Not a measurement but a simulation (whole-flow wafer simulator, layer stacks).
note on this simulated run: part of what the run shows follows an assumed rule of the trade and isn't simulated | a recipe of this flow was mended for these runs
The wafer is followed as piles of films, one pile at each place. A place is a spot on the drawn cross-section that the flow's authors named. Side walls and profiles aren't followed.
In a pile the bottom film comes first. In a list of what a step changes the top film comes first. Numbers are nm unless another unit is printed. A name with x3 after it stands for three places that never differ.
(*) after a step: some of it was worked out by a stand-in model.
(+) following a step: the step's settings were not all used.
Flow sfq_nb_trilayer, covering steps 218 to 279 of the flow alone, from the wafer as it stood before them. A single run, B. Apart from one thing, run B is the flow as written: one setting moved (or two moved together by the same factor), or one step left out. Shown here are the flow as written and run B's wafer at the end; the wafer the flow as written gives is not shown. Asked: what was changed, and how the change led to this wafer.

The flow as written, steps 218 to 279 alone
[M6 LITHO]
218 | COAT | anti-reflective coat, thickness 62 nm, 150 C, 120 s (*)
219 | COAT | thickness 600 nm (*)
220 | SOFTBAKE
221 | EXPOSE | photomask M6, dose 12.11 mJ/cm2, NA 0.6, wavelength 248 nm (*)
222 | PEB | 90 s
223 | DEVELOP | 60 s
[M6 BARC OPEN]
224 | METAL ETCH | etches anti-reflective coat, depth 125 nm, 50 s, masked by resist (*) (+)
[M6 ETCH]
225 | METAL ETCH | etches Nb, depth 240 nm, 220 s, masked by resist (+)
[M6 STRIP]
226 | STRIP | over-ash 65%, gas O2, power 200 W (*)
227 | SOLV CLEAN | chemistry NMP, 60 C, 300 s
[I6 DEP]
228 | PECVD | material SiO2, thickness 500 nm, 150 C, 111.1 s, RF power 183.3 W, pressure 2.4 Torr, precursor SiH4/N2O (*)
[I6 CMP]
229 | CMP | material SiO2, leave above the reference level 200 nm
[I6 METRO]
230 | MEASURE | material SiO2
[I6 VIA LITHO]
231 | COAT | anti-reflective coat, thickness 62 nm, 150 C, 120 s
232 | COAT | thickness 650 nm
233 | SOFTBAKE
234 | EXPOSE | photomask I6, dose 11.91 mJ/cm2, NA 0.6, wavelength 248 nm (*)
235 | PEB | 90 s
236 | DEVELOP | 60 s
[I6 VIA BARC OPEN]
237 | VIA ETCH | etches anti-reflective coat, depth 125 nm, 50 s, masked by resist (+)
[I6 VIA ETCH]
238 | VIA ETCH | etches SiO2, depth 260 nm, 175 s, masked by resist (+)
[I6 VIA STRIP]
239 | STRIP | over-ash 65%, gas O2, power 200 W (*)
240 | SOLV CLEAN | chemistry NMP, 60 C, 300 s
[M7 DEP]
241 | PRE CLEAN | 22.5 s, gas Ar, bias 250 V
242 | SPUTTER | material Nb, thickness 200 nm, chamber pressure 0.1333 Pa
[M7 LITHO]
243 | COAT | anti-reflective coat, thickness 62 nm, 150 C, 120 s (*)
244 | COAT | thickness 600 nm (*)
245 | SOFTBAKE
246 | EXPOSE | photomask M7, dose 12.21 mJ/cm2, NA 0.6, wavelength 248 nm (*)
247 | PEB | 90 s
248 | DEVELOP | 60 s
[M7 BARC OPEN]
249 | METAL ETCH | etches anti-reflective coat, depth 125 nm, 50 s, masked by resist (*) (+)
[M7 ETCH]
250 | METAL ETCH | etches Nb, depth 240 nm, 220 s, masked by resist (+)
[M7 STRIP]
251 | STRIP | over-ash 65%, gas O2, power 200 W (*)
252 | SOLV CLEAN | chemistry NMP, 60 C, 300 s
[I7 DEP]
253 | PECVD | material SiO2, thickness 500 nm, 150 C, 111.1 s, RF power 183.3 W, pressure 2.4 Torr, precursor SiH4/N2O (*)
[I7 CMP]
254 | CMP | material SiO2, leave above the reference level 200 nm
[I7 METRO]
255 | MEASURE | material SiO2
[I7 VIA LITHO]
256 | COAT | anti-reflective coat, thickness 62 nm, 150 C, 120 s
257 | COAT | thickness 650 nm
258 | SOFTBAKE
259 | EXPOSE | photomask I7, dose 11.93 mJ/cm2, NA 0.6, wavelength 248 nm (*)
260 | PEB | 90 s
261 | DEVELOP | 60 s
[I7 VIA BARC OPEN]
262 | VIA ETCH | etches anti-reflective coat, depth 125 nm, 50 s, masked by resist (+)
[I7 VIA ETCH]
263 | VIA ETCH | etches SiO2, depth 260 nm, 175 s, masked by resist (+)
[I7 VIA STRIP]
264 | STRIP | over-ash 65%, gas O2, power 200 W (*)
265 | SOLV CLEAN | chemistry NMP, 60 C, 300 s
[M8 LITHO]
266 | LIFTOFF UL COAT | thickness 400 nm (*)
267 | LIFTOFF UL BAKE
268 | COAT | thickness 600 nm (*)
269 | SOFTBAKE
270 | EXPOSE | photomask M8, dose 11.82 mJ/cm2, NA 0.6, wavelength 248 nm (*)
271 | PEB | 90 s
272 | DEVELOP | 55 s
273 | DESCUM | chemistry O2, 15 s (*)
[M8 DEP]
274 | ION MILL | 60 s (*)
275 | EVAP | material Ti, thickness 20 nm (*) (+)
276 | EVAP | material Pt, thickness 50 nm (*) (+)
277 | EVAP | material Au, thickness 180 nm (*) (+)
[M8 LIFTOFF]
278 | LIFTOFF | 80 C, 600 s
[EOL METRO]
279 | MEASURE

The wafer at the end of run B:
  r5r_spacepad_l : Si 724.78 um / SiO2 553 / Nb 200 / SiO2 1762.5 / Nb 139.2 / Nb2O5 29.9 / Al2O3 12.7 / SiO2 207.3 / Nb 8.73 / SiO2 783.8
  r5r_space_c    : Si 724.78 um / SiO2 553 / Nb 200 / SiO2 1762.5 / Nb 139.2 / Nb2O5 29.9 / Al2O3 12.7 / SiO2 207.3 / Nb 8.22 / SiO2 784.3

The reason: step 221, EXPOSE: dose 5.072 mJ/cm2 was run, though the flow has dose 12.11 mJ/cm2.

Step by step, how the change led to this:
  223 | DEVELOP | 60 s
      lsp_r, l0_sur, p4_fl x5 and 53 more: -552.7 KrF-resist-other-grade (as written it would have been: -598.7 KrF-resist-other-grade (all of it))
      r5r_line_l, r5r_line_c, r5r_line_r: -551.7 KrF-resist-other-grade (as written it would have been: -597.6 KrF-resist-other-grade (all of it))
      (and at 16 other places as well)
  224 | METAL ETCH | etches anti-reflective coat, depth 125 nm, 50 s, masked by resist (*) (+)
      p4_fl x5, p4_w1 x9, p3_s0 x9 and 37 more: -46 KrF-resist-other-grade (all of it), -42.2 anti-reflective coat (as written it would have been: -62 anti-reflective coat (all of it))
      r5r_line_l, r5r_line_c, r5r_line_r: -45.9 KrF-resist-other-grade (all of it), -37.1 anti-reflective coat (all of it) (as written it would have been: -37.1 anti-reflective coat (all of it))
      (and at 16 other places as well)
  225 | METAL ETCH | etches Nb, depth 240 nm, 220 s, masked by resist (+)
      p4_fl x5, p4_w1 x9, p3_s0 x9 and 37 more: -19.8 anti-reflective coat (all of it), -200 Nb (all of it), -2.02 SiO2 (as written it would have been: -200 Nb (all of it), -4 SiO2)
      lsp_m, l0_sur, l0v: -20.8 anti-reflective coat (all of it), -200 Nb (all of it), -1.92 SiO2 (as written it would have been: -200 Nb (all of it), -4 SiO2)
      (and at 13 other places as well)
  228 | PECVD | material SiO2, thickness 500 nm, 150 C, 111.1 s, RF power 183.3 W, pressure 2.4 Torr, precursor SiH4/N2O (*)
      r5r_spacepad_l, r5r_spacepad_r: +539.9 SiO2 (new film) (as written it would have been: +555.2 SiO2)
      r5r_space_c: +500 SiO2 (new film) (as written it would have been: +500 SiO2)
  229 | CMP | material SiO2, leave above the reference level 200 nm
      field_l, p4_fl x5, p4_w1 x9 and 46 more: -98 SiO2 (as written it would have been: -96 SiO2)
      lsp_r, l0_sur, l0v: -89.9 SiO2 (as written it would have been: -87.7 SiO2)
      (and at 6 other places as well)
Taking metal films that touch as one body, r5r_spacepad_l has 3 bodies (between them, from the top down: SiO2 207.3 / Al2O3 12.7 / Nb2O5 29.9; SiO2 1762.5); the flow as written gives 2 bodies (between them, from the top down: SiO2 1762.5).
Taking metal films that touch as one body, r5r_space_c has 3 bodies (between them, from the top down: SiO2 207.3 / Al2O3 12.7 / Nb2O5 29.9; SiO2 1762.5); the flow as written gives 2 bodies (between them, from the top down: SiO2 1762.5).
